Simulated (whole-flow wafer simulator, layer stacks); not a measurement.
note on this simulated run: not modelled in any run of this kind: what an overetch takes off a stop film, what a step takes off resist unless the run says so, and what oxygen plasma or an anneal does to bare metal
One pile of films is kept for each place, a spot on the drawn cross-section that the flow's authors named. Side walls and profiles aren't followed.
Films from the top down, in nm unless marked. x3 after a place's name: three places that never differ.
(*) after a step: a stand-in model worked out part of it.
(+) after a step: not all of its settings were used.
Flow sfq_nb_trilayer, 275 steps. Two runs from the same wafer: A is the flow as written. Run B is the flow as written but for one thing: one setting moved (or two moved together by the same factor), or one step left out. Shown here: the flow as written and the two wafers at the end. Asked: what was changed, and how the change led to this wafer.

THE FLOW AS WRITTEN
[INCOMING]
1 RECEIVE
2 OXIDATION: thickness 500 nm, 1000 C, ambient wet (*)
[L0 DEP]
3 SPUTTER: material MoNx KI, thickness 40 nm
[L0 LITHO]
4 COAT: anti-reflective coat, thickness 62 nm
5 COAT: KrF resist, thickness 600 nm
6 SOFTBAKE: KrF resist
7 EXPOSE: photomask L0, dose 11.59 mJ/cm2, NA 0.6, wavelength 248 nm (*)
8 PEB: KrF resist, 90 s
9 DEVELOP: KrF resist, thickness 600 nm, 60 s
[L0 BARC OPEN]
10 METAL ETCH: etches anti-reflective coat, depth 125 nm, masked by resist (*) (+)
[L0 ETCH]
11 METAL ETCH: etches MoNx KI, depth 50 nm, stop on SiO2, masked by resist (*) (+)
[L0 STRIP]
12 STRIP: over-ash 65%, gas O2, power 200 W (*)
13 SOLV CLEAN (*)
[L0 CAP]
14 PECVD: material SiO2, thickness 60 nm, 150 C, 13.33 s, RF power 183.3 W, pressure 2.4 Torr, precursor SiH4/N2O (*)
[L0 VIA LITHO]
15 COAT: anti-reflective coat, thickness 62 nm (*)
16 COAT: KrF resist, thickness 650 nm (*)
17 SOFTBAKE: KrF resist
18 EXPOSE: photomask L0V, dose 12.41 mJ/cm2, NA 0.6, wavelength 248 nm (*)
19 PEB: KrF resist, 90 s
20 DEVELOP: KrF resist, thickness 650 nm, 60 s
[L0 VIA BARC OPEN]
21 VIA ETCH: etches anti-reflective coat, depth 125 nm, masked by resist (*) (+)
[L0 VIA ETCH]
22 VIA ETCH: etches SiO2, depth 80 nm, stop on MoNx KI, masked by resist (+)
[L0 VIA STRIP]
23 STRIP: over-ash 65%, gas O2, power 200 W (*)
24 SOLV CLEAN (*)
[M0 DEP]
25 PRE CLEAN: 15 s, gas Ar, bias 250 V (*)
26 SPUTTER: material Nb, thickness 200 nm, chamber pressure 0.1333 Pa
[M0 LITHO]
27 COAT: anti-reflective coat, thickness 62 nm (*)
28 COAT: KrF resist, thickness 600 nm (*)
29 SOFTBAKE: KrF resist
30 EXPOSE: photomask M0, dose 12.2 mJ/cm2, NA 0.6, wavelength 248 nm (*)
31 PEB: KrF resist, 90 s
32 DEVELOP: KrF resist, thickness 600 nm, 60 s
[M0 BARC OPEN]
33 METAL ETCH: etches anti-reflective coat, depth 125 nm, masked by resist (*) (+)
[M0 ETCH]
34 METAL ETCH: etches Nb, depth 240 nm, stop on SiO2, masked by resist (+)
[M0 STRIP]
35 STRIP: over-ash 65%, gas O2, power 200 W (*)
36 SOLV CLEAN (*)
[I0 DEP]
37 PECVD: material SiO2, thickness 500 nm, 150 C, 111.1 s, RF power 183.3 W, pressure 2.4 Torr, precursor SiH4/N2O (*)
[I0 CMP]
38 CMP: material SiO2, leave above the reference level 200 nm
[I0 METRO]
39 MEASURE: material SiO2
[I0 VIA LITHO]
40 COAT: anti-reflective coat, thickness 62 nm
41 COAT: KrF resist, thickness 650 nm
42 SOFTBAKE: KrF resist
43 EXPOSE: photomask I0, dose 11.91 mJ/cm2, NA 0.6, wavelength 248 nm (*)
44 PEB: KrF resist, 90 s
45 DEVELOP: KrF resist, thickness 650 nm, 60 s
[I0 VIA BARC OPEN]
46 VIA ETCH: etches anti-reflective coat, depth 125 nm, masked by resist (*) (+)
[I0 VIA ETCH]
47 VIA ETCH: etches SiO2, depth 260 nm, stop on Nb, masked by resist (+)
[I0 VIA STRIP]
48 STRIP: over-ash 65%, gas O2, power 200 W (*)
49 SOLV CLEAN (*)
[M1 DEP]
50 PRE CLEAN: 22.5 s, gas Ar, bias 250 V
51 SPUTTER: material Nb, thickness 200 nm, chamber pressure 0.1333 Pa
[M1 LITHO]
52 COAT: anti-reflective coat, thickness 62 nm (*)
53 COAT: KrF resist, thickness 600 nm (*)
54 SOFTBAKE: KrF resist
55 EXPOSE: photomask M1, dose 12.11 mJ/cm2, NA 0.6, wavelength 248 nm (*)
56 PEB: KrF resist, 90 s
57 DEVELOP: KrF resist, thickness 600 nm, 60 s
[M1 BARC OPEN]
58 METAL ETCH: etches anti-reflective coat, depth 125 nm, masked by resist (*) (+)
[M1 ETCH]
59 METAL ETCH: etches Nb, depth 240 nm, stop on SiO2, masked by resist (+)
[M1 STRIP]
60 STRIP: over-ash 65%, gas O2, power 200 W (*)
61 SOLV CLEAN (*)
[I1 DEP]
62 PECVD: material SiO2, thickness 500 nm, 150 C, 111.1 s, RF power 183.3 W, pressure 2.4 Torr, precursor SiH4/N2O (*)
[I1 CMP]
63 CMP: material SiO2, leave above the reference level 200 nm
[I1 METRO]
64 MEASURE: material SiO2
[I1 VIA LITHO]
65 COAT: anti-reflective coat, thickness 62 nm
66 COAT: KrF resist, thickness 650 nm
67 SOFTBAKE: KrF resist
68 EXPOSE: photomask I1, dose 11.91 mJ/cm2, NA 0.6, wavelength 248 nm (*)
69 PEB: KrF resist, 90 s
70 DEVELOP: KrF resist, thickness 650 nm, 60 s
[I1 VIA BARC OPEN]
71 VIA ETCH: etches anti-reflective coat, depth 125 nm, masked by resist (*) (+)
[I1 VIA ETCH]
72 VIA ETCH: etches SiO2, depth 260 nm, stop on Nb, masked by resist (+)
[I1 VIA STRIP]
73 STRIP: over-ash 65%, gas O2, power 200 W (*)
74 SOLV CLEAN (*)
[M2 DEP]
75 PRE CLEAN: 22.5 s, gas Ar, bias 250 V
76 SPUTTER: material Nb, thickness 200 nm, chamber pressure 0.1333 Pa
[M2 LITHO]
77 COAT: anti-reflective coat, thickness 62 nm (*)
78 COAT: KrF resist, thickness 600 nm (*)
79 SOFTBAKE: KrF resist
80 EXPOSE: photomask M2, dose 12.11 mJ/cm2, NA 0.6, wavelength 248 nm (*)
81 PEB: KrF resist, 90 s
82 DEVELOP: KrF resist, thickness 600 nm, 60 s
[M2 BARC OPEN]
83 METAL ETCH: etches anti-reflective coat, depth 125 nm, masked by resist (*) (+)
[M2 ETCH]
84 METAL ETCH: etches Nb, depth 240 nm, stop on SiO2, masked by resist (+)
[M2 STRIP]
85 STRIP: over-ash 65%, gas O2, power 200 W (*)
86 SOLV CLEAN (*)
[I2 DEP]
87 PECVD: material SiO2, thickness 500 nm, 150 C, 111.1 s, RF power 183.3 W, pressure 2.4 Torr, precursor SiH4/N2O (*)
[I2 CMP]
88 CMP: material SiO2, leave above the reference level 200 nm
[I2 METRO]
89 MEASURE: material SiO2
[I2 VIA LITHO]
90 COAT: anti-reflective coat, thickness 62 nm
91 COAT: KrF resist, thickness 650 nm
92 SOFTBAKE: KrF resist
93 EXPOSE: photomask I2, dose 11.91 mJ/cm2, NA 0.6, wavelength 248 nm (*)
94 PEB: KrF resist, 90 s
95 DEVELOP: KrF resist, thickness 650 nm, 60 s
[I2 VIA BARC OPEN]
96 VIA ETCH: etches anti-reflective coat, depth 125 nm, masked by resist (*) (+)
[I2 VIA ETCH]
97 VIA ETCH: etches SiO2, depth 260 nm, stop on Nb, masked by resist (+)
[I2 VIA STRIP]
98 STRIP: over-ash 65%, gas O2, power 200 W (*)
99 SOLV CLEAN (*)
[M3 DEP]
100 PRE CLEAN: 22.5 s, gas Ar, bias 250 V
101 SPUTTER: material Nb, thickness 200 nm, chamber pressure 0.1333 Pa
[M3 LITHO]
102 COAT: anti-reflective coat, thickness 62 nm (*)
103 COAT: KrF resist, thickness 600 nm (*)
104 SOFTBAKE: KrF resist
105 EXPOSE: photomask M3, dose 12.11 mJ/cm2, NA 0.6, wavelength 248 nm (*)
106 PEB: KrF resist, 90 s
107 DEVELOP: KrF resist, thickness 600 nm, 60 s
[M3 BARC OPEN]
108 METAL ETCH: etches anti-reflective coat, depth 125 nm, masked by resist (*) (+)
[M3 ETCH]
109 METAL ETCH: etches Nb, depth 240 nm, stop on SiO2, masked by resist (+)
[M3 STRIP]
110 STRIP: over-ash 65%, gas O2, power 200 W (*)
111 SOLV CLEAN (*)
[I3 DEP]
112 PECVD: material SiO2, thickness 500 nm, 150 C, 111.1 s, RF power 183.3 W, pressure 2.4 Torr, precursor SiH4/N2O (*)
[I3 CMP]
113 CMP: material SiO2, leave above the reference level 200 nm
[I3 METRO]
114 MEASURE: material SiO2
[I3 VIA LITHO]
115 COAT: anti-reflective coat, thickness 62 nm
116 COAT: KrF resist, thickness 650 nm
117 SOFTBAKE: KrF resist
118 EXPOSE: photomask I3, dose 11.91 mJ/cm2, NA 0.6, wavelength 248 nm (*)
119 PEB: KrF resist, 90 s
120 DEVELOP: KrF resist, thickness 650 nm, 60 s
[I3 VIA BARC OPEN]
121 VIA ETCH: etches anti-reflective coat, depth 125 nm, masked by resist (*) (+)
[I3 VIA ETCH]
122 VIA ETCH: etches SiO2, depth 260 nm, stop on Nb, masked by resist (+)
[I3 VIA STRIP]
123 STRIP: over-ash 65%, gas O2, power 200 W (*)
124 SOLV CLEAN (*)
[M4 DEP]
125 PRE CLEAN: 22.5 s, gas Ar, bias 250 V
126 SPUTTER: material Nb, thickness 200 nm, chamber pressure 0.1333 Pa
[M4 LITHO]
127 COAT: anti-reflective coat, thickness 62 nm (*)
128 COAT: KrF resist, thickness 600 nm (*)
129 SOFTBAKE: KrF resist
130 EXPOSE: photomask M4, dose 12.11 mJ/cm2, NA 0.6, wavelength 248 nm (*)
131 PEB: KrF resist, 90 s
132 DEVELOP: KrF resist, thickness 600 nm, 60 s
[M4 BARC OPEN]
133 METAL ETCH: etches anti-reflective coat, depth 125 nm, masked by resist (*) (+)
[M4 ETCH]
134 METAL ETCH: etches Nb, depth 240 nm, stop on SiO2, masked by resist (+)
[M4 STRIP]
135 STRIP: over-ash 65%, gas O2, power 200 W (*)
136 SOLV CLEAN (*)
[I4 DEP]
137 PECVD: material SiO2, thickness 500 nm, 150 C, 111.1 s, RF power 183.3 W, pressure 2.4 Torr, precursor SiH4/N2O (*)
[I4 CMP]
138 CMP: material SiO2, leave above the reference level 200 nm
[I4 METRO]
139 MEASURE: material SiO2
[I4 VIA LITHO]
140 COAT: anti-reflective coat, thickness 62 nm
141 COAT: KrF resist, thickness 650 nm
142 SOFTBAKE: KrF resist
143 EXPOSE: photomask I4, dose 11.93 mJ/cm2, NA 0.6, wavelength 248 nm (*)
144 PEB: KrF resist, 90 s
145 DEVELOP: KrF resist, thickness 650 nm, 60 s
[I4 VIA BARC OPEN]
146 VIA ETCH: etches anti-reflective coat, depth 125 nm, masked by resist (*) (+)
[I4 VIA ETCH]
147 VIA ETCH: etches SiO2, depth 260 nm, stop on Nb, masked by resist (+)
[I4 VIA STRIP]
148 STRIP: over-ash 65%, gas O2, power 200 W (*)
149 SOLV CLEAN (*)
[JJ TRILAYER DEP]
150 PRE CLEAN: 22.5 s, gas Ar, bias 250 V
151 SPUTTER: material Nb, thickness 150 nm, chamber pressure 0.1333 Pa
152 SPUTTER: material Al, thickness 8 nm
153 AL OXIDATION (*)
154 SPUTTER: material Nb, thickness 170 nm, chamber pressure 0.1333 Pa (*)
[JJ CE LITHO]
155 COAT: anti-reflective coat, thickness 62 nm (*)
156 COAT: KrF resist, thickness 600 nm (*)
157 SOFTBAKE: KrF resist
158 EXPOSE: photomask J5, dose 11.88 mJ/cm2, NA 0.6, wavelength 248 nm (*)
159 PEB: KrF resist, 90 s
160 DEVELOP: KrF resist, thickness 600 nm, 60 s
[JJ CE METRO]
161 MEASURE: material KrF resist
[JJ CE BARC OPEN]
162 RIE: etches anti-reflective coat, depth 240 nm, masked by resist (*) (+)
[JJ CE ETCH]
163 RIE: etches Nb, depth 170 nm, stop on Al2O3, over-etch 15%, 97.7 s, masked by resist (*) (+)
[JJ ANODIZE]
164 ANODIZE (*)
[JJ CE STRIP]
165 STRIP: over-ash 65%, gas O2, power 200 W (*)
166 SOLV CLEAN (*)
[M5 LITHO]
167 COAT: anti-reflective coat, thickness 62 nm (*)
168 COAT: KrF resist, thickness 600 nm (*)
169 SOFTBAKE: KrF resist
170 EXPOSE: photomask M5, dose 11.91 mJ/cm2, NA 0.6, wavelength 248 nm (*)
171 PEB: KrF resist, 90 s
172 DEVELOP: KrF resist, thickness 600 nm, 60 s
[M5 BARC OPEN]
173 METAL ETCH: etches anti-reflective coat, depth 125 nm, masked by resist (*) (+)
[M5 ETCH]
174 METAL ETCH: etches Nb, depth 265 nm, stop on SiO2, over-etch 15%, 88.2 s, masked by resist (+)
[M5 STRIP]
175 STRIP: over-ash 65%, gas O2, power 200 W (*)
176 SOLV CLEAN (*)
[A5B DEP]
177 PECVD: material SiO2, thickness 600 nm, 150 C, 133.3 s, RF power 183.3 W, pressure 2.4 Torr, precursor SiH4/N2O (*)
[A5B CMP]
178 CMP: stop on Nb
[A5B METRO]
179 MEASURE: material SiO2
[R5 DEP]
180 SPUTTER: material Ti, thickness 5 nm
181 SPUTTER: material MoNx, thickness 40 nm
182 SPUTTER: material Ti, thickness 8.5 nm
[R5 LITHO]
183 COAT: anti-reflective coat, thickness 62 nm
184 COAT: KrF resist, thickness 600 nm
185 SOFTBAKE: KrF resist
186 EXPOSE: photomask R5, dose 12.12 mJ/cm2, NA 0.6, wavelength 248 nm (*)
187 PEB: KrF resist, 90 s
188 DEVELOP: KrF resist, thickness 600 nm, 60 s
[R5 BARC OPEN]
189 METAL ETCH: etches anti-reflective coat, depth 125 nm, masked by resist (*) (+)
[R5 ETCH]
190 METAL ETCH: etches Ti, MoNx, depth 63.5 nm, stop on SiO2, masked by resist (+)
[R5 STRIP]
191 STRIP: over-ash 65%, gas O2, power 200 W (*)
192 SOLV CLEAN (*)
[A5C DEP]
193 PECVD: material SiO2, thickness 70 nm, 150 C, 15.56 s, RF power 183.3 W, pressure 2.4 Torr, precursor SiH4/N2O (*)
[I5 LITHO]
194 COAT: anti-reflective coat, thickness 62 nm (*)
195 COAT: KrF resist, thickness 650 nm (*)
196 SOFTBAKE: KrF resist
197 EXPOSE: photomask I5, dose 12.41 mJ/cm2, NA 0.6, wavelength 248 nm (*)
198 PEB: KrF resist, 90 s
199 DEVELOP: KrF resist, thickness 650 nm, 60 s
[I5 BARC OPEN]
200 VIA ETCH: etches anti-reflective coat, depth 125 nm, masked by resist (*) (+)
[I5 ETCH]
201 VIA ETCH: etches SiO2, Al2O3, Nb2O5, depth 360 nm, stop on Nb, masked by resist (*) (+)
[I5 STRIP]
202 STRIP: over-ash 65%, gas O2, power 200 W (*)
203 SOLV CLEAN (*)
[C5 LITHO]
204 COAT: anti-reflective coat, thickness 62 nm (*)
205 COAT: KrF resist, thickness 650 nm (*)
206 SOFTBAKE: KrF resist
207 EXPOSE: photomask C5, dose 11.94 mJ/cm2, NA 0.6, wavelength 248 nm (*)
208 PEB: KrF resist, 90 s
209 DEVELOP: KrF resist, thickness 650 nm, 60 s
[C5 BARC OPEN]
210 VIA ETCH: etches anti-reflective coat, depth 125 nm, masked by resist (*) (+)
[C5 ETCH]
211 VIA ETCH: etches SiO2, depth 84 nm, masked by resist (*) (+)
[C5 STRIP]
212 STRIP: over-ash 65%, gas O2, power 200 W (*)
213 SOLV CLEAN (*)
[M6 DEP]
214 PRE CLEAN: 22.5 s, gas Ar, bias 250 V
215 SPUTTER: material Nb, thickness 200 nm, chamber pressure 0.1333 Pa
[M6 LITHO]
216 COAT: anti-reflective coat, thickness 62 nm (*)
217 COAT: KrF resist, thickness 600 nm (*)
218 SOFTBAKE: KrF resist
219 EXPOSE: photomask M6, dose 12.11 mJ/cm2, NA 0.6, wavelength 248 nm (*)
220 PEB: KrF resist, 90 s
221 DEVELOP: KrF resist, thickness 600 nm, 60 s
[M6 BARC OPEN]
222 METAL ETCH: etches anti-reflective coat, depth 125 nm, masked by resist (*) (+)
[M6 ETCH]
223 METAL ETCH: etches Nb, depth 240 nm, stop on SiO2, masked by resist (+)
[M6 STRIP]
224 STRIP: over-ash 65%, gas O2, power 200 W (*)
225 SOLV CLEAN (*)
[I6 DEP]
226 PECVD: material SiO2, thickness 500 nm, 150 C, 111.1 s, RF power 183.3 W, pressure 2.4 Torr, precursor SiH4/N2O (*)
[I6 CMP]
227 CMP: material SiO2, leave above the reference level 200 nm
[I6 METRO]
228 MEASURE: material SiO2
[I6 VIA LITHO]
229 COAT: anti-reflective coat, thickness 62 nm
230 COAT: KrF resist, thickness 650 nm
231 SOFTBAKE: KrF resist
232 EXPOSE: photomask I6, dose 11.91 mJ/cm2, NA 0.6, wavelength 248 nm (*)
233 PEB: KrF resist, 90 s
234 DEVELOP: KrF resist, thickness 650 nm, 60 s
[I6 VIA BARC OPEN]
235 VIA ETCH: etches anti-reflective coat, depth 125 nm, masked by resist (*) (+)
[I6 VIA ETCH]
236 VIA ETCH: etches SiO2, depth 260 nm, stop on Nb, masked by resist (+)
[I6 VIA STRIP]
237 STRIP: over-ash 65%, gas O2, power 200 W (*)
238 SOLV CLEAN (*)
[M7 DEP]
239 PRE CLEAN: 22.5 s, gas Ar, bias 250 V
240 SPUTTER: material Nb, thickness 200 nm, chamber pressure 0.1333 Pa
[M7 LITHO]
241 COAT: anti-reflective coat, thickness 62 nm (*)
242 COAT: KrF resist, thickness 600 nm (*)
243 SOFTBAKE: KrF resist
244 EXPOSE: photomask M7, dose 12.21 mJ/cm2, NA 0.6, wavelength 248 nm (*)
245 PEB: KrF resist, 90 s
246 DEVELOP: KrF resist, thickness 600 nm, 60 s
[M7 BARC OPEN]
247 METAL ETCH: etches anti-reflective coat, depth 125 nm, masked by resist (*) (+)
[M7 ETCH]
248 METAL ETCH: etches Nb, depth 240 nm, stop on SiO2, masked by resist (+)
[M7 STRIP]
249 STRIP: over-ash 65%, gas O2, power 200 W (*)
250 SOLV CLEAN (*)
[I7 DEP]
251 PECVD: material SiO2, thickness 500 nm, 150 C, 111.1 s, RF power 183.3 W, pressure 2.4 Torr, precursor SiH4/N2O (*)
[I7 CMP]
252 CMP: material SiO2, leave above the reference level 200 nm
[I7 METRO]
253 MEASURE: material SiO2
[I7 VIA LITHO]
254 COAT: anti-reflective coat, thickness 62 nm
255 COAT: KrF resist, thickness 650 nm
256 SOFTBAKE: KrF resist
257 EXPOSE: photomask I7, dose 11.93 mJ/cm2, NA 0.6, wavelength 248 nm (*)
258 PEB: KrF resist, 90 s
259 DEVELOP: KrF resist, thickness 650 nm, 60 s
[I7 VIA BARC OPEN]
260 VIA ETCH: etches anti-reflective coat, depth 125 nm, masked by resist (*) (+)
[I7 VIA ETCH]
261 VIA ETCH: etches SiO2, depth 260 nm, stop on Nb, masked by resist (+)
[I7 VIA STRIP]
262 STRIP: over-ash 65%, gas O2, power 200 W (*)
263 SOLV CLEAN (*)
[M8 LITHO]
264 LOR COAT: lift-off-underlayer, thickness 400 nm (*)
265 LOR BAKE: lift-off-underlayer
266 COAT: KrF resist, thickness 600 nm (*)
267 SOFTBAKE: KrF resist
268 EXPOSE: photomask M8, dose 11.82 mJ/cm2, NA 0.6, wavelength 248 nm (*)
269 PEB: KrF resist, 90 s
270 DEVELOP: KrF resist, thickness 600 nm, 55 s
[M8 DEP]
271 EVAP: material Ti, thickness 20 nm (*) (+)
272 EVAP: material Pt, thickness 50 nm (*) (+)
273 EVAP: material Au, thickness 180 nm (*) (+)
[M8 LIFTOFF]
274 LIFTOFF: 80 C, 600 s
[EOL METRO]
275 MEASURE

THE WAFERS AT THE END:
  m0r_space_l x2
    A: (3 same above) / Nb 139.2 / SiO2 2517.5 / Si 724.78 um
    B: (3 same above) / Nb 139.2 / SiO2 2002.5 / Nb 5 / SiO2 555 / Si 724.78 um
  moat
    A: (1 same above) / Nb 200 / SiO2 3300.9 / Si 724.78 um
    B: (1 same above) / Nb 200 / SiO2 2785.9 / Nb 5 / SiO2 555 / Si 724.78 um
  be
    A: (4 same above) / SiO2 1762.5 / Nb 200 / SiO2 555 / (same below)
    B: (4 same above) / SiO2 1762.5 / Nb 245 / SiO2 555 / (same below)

The cause: step 26, SPUTTER: thickness 245 nm was run, where the flow has thickness 200 nm.
It can be read off the wafer: be has Nb 245, and step 26 as written asks for 200 nm.

How the change led to this, step by step:
  26 SPUTTER: material Nb, thickness 200 nm, chamber pressure 0.1333 Pa
      field_l, v_sur, via_wl and 102 more: A Nb +200 (new film) | B Nb +245 (new film)
      l0v: A Nb +195.7 (new film) | B Nb +240.8 (new film)
  34 METAL ETCH: etches Nb, depth 240 nm, stop on SiO2, masked by resist (+)
      moat, m0r_space_l x2: A Nb -200 (all of it) | B Nb -240
  37 PECVD: material SiO2, thickness 500 nm, 150 C, 111.1 s, RF power 183.3 W, pressure 2.4 Torr, precursor SiH4/N2O (*)
      moat, m0r_space_l x2: A SiO2 +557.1 | B SiO2 +597.1 (new film)
Counting metal films that touch as one body, m0r_space_l x2 has 2 bodies (between them, from the top down: SiO2 2002.5); the flow as written gives 1 body.
Counting metal films that touch as one body, moat has 2 bodies (between them, from the top down: SiO2 2785.9); the flow as written gives 1 body.
